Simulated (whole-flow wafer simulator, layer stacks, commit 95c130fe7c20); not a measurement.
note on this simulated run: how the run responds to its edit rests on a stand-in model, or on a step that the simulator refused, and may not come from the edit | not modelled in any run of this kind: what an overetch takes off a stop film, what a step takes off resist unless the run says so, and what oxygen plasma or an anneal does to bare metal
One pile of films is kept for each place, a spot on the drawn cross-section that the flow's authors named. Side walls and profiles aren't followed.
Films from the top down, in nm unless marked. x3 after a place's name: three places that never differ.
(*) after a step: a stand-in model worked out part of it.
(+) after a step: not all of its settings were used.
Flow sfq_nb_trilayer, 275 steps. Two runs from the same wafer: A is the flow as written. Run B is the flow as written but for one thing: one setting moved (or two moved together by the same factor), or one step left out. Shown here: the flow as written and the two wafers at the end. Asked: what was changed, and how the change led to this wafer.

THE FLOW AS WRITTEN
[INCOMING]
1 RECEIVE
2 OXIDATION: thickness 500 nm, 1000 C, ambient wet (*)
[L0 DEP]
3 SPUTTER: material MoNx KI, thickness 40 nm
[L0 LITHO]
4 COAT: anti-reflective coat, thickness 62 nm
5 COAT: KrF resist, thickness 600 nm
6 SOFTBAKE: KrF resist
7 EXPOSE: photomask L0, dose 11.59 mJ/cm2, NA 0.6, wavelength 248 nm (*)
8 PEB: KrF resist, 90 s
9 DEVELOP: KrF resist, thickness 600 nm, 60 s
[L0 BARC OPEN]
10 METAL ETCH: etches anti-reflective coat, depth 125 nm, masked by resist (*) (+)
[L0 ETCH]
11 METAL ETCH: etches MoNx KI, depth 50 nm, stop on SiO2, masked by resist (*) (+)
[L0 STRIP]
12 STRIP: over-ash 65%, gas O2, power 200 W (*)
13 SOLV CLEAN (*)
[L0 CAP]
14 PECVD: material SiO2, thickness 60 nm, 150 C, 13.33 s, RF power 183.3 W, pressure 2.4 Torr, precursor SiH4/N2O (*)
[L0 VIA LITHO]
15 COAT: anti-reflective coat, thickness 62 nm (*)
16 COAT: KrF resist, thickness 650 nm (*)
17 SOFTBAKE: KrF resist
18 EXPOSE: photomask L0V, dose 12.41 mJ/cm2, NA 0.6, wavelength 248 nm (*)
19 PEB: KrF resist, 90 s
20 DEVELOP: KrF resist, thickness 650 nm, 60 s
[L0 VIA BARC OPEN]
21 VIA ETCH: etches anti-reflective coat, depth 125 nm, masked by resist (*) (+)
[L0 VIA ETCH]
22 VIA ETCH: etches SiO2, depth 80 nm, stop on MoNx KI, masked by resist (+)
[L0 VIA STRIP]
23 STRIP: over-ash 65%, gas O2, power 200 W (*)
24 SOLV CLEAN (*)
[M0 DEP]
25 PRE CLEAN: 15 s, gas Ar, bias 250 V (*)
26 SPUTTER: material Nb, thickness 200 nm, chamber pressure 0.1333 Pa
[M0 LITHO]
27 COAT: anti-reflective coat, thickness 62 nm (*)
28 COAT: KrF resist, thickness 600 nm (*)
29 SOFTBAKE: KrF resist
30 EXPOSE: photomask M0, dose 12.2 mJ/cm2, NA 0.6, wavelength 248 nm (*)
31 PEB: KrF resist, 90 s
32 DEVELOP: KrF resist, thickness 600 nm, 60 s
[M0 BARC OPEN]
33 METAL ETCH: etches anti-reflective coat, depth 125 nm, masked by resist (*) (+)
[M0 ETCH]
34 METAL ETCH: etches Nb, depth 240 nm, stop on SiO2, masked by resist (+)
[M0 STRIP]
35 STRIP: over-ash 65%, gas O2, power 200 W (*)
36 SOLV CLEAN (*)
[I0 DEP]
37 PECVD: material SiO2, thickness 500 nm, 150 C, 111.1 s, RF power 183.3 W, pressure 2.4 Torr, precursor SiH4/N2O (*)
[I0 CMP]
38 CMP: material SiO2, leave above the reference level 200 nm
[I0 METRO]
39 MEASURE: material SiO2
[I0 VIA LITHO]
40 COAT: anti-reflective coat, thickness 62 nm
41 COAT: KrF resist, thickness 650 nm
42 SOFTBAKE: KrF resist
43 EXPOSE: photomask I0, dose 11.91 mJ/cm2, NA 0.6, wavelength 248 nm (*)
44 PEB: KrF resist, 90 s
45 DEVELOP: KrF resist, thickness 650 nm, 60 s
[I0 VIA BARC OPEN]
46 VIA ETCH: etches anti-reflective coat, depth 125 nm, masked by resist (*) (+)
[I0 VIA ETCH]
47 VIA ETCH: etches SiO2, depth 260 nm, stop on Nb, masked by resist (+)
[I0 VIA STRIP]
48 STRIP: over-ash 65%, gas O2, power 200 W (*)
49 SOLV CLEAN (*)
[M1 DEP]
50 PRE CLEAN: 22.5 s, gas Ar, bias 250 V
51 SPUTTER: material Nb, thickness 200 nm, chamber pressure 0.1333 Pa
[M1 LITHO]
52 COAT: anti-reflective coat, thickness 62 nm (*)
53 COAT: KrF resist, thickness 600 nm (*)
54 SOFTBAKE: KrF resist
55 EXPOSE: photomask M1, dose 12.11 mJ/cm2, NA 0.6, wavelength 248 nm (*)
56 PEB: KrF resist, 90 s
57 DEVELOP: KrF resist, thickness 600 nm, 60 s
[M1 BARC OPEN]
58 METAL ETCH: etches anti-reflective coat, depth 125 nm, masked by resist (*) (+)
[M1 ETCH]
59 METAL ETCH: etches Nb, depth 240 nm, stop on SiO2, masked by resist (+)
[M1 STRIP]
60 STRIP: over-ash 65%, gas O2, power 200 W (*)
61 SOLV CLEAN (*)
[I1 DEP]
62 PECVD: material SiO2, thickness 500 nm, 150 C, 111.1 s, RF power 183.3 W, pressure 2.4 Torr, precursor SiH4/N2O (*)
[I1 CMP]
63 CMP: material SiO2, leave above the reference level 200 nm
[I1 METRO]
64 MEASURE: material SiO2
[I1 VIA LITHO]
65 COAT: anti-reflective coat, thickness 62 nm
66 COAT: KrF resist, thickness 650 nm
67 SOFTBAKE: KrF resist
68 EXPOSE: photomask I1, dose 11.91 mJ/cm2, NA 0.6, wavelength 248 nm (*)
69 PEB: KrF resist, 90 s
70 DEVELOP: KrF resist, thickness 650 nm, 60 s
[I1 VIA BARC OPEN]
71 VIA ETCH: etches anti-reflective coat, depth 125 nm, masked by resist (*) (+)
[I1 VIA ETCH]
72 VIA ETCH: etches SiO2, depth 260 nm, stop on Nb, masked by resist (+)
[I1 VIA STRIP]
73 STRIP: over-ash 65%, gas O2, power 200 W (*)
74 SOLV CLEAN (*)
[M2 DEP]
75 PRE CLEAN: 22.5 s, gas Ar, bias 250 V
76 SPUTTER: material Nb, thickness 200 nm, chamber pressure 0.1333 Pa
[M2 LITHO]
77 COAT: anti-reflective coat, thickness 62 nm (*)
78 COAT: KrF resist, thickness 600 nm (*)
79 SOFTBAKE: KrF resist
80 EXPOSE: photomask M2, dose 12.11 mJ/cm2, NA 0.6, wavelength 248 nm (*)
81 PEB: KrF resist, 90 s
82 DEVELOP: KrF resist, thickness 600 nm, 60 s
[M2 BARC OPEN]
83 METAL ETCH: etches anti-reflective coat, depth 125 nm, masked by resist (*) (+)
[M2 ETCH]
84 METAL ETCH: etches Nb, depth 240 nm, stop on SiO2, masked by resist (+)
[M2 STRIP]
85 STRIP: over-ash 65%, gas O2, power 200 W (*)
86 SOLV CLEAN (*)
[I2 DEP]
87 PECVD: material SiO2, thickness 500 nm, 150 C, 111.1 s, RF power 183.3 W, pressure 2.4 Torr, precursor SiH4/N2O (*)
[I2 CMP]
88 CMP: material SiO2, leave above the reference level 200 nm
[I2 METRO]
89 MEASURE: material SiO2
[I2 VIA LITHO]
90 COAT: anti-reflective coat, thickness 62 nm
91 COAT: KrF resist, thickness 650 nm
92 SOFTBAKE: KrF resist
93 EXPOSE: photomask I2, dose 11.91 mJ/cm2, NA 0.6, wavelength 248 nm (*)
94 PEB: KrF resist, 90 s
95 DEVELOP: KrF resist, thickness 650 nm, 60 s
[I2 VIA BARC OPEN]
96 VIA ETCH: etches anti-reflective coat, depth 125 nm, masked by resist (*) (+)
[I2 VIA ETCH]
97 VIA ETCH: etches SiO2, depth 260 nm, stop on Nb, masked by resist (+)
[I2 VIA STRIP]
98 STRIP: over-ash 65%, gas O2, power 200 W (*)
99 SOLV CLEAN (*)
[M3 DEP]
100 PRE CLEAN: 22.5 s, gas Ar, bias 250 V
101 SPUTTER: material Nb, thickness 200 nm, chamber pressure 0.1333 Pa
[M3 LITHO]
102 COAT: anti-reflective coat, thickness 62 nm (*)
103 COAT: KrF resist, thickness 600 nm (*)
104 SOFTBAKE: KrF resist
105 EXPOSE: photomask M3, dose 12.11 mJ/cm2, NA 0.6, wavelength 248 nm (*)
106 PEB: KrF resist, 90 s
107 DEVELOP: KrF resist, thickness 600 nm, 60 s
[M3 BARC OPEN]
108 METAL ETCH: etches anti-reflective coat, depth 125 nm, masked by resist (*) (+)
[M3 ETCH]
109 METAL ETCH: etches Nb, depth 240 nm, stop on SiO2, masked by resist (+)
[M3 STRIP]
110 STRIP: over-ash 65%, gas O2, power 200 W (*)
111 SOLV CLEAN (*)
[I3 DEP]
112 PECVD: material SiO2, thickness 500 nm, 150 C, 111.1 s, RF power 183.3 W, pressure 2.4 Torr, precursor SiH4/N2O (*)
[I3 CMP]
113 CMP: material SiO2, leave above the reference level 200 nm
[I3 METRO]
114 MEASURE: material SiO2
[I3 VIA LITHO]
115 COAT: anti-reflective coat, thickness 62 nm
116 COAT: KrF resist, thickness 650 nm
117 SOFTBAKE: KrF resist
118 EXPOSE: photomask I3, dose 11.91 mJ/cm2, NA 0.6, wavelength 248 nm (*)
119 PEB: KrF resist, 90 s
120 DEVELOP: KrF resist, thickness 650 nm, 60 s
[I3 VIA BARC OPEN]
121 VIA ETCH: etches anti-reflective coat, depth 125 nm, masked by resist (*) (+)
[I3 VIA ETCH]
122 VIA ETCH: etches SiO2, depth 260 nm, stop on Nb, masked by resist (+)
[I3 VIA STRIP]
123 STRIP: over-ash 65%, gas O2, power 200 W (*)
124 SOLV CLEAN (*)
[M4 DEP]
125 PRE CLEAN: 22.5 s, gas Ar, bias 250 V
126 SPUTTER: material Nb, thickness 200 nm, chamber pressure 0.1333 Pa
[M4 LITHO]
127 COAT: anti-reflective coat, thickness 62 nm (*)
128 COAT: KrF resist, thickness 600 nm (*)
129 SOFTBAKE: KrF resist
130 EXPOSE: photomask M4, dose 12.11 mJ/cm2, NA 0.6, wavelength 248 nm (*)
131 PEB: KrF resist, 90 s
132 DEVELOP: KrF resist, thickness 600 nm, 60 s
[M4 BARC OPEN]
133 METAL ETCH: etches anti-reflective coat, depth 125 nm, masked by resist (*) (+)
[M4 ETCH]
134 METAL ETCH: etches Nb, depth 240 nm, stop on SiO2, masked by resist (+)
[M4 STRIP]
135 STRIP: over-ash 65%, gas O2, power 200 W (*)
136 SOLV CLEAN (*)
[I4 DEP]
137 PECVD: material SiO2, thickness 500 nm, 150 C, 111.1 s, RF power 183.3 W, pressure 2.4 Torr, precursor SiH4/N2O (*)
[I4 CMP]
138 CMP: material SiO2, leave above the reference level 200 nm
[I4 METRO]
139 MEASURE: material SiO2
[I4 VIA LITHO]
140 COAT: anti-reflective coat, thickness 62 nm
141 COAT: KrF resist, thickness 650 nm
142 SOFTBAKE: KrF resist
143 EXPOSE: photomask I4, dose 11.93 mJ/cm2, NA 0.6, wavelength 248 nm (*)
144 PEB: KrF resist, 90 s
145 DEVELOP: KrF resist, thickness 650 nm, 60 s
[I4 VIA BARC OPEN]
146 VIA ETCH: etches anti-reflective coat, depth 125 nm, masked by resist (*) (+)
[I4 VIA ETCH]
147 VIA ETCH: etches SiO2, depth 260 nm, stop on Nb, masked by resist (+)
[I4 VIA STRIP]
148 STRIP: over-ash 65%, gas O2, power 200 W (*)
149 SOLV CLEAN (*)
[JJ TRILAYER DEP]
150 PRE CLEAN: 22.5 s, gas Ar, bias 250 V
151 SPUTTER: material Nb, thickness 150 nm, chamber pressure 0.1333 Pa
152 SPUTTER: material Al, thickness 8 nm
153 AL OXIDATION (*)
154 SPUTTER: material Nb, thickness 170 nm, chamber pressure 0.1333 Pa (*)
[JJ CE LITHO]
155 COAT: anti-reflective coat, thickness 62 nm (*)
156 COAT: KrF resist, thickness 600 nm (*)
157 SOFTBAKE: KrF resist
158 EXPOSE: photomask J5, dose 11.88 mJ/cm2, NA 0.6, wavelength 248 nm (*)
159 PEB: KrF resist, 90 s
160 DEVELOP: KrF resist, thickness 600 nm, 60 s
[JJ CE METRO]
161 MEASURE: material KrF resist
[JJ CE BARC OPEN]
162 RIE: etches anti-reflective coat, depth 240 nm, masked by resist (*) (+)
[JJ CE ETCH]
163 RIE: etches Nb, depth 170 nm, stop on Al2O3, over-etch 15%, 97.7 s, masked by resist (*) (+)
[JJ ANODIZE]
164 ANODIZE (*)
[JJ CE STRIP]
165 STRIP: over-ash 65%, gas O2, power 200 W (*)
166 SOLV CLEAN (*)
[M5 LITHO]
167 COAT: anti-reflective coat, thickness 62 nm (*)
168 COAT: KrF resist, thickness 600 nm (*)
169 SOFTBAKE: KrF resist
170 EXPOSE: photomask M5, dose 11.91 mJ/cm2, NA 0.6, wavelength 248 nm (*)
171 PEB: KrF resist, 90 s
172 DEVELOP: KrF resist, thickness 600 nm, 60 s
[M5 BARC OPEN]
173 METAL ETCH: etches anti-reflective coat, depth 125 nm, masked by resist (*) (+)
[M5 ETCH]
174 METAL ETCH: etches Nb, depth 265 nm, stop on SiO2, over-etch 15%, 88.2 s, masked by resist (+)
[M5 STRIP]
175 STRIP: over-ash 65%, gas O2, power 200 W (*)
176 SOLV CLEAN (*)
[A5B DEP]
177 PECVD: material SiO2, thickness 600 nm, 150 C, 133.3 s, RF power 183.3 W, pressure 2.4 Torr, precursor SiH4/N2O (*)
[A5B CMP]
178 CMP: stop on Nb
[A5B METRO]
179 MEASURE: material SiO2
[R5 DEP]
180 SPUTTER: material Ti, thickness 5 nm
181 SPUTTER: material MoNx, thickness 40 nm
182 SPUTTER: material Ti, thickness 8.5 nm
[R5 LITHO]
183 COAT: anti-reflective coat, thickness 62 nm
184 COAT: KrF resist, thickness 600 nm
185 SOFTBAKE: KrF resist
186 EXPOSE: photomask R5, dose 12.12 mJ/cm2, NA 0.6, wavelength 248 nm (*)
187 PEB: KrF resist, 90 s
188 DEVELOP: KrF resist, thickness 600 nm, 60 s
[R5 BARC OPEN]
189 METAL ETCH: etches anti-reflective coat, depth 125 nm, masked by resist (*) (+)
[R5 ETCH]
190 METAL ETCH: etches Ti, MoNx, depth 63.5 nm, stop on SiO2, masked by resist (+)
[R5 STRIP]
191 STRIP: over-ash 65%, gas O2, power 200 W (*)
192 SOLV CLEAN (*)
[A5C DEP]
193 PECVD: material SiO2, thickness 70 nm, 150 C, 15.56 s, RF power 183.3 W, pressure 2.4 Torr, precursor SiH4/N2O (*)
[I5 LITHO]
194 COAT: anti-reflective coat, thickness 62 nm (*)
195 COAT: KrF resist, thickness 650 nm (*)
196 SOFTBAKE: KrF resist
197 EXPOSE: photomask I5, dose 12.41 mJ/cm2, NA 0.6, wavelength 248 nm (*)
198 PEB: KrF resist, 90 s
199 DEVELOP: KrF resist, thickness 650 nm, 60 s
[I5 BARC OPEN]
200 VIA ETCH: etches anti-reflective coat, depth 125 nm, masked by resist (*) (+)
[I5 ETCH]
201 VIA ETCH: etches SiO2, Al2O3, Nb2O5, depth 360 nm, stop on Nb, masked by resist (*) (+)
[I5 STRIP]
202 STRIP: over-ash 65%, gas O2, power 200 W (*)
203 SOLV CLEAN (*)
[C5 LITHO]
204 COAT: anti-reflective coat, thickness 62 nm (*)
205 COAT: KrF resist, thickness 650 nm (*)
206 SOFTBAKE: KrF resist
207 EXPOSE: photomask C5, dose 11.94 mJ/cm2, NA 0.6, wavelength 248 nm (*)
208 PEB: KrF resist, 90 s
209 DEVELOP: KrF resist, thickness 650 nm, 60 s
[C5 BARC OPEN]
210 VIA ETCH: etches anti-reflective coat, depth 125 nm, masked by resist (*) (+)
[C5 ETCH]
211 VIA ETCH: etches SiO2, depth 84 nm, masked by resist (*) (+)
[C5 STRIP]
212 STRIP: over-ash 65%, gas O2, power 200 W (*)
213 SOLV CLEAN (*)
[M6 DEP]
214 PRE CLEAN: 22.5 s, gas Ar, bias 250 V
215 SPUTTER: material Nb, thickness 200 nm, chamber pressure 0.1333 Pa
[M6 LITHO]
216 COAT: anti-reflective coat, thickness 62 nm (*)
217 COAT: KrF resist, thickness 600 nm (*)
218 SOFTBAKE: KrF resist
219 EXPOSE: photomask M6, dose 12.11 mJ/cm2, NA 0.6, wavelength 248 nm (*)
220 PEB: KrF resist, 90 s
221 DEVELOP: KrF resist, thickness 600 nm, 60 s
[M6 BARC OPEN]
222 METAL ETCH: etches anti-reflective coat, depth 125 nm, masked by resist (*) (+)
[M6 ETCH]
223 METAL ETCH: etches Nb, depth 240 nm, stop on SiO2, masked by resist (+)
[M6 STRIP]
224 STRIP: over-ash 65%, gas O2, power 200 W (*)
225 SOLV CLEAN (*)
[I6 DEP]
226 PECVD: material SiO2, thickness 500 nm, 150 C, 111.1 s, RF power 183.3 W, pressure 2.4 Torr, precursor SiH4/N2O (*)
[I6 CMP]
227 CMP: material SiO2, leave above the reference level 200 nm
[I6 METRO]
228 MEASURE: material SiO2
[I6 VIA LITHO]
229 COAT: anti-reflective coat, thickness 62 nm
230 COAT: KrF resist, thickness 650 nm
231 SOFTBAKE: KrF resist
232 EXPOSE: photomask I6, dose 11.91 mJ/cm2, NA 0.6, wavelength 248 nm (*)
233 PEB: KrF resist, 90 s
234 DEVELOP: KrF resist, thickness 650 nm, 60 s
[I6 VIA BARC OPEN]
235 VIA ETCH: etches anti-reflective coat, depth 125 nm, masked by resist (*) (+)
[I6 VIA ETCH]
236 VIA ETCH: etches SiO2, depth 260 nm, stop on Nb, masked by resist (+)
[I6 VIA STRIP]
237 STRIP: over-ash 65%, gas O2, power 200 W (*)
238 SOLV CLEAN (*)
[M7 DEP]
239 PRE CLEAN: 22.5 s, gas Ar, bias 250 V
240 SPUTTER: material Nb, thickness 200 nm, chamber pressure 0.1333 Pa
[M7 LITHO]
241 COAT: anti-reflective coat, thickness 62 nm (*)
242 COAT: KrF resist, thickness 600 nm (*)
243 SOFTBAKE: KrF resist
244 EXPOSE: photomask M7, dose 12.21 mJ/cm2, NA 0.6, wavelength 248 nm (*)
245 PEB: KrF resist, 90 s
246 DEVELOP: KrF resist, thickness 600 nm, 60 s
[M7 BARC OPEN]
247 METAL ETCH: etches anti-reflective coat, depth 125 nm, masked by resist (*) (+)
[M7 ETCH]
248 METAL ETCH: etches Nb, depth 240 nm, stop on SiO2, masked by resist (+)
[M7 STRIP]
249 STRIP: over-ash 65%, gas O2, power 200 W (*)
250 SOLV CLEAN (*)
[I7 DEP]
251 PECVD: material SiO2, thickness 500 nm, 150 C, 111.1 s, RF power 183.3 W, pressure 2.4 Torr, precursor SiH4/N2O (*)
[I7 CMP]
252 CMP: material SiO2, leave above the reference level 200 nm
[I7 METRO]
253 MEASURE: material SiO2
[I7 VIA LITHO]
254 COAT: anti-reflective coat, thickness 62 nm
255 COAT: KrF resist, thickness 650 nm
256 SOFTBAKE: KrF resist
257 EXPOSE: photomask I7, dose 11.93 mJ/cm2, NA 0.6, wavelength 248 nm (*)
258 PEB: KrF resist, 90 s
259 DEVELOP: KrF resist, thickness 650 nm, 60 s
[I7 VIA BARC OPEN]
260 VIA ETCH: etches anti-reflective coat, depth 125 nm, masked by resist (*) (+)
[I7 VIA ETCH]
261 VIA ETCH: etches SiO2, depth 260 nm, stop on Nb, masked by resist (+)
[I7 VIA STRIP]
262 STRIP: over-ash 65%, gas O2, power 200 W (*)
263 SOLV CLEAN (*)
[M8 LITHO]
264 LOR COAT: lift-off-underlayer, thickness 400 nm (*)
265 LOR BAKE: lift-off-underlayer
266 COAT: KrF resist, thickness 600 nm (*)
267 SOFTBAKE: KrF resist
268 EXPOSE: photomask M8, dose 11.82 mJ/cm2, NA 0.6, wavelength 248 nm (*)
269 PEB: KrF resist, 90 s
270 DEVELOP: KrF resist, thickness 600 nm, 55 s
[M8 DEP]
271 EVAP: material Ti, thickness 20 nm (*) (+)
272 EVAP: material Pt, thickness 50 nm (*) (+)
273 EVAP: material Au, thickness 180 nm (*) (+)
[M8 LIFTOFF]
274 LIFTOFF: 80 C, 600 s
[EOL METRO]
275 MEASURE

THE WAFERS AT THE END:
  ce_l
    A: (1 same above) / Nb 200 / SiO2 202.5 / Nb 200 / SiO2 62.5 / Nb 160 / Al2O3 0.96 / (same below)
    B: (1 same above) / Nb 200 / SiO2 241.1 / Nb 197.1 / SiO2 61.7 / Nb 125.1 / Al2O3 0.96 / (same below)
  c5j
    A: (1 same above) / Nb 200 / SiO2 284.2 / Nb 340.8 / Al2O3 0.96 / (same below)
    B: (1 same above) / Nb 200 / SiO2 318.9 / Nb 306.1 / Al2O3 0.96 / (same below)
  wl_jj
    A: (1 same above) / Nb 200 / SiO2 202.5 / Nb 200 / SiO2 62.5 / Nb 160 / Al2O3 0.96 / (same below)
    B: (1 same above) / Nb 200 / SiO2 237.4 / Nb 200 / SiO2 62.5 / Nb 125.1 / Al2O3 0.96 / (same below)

The cause: step 190, METAL ETCH: depth 98.4 nm was run, where the flow has depth 63.5 nm.

How the change led to this, step by step:
  190 METAL ETCH: etches Ti, MoNx, depth 63.5 nm, stop on SiO2, masked by resist (+)
      be_r, r_sur, res, r_end, r5r_line_l, r5r_line_c, r5r_line_r: A KrF resist -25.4 | B KrF resist -39.4
      ce_l, c5j, ce_r, wl_jj: A Ti -8.5 (all of it), MoNx -40 (all of it), Ti -5 (all of it), Nb -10 | B Ti -8.5 (all of it), MoNx -40 (all of it), Ti -5 (all of it), Nb -44.9
  191 STRIP: over-ash 65%, gas O2, power 200 W (*)
      be_r, r_sur, res, r_end, r5r_line_l, r5r_line_c, r5r_line_r: A KrF resist -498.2 (all of it), anti-reflective coat -62 (all of it) | B KrF resist -484.2 (all of it), anti-reflective coat -62 (all of it)
  194 COAT: anti-reflective coat, thickness 62 nm (*)
      wl_j_sl, wl_j_sr: A anti-reflective coat +60.2 (new film) | B anti-reflective coat +54.9 (new film)
      jj_sur: A anti-reflective coat +60.8 (new film) | B anti-reflective coat +55.4 (new film)
      (and at 5 more places)
  195 COAT: KrF resist, thickness 650 nm (*)
      c5j: A KrF resist +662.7 (new film) | B KrF resist +681.1 (new film)
      wl_jj: A KrF resist +654.8 (new film) | B KrF resist +672 (new film)
  202 STRIP: over-ash 65%, gas O2, power 200 W (*)
      wl_j_sl, wl_j_sr: A KrF resist -333.3 (all of it), anti-reflective coat -60.2 (all of it) | B KrF resist -333 (all of it), anti-reflective coat -54.9 (all of it)
      jj_sur: A KrF resist -337.2 (all of it), anti-reflective coat -60.8 (all of it) | B KrF resist -337.4 (all of it), anti-reflective coat -55.4 (all of it)
      (and at 5 more places)
  204 COAT: anti-reflective coat, thickness 62 nm (*)
      wl_j_sl, wl_j_sr: A anti-reflective coat +60.2 (new film) | B anti-reflective coat +54.9 (new film)
      jj_sur: A anti-reflective coat +59.5 (new film) | B anti-reflective coat +54.2 (new film)
      (and at 5 more places)
  205 COAT: KrF resist, thickness 650 nm (*)
      c5j: A KrF resist +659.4 (new film) | B KrF resist +678 (new film)
      wl_jj: A KrF resist +654.8 (new film) | B KrF resist +672 (new film)
  209 DEVELOP: KrF resist, thickness 650 nm, 60 s
      c5j: A KrF resist -658.1 (all of it) | B KrF resist -676.5 (all of it)
  210 VIA ETCH: etches anti-reflective coat, depth 125 nm, masked by resist (*) (+)
      c5j: A anti-reflective coat -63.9 (all of it), SiO2 -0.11 | B anti-reflective coat -73.7 (all of it), SiO2 -0.06
  212 STRIP: over-ash 65%, gas O2, power 200 W (*)
      wl_j_sl, wl_j_sr: A KrF resist -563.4 (all of it), anti-reflective coat -60.2 (all of it) | B KrF resist -563.1 (all of it), anti-reflective coat -54.9 (all of it)
      jj_sur: A KrF resist -562 (all of it), anti-reflective coat -59.5 (all of it) | B KrF resist -562.1 (all of it), anti-reflective coat -54.2 (all of it)
      (and at 4 more places)
  216 COAT: anti-reflective coat, thickness 62 nm (*)
      wl_j_sl, wl_j_sr: A anti-reflective coat +60.2 (new film) | B anti-reflective coat +55.2 (new film)
      jj_sur: A anti-reflective coat +56.1 (new film) | B anti-reflective coat +50.6 (new film)
      (and at 5 more places)
  217 COAT: KrF resist, thickness 600 nm (*)
      ce_l: A KrF resist +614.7 (new film) | B KrF resist +631.1 (new film)
      c5j: A KrF resist +636 (new film) | B KrF resist +655.1 (new film)
      (and at 2 more places)
  224 STRIP: over-ash 65%, gas O2, power 200 W (*)
      wl_j_sl, wl_j_sr: A KrF resist -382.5 (all of it), anti-reflective coat -60.2 (all of it) | B KrF resist -381.9 (all of it), anti-reflective coat -55.2 (all of it)
      jj_sur: A KrF resist -378.5 (all of it), anti-reflective coat -56.1 (all of it) | B KrF resist -378 (all of it), anti-reflective coat -50.6 (all of it)
      (and at 5 more places)
  227 CMP: material SiO2, leave above the reference level 200 nm
      ce_l, ce_r: A SiO2 -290 | B SiO2 -251.4
      c5j: A SiO2 -223 | B SiO2 -184.4
      (and at 1 more place)
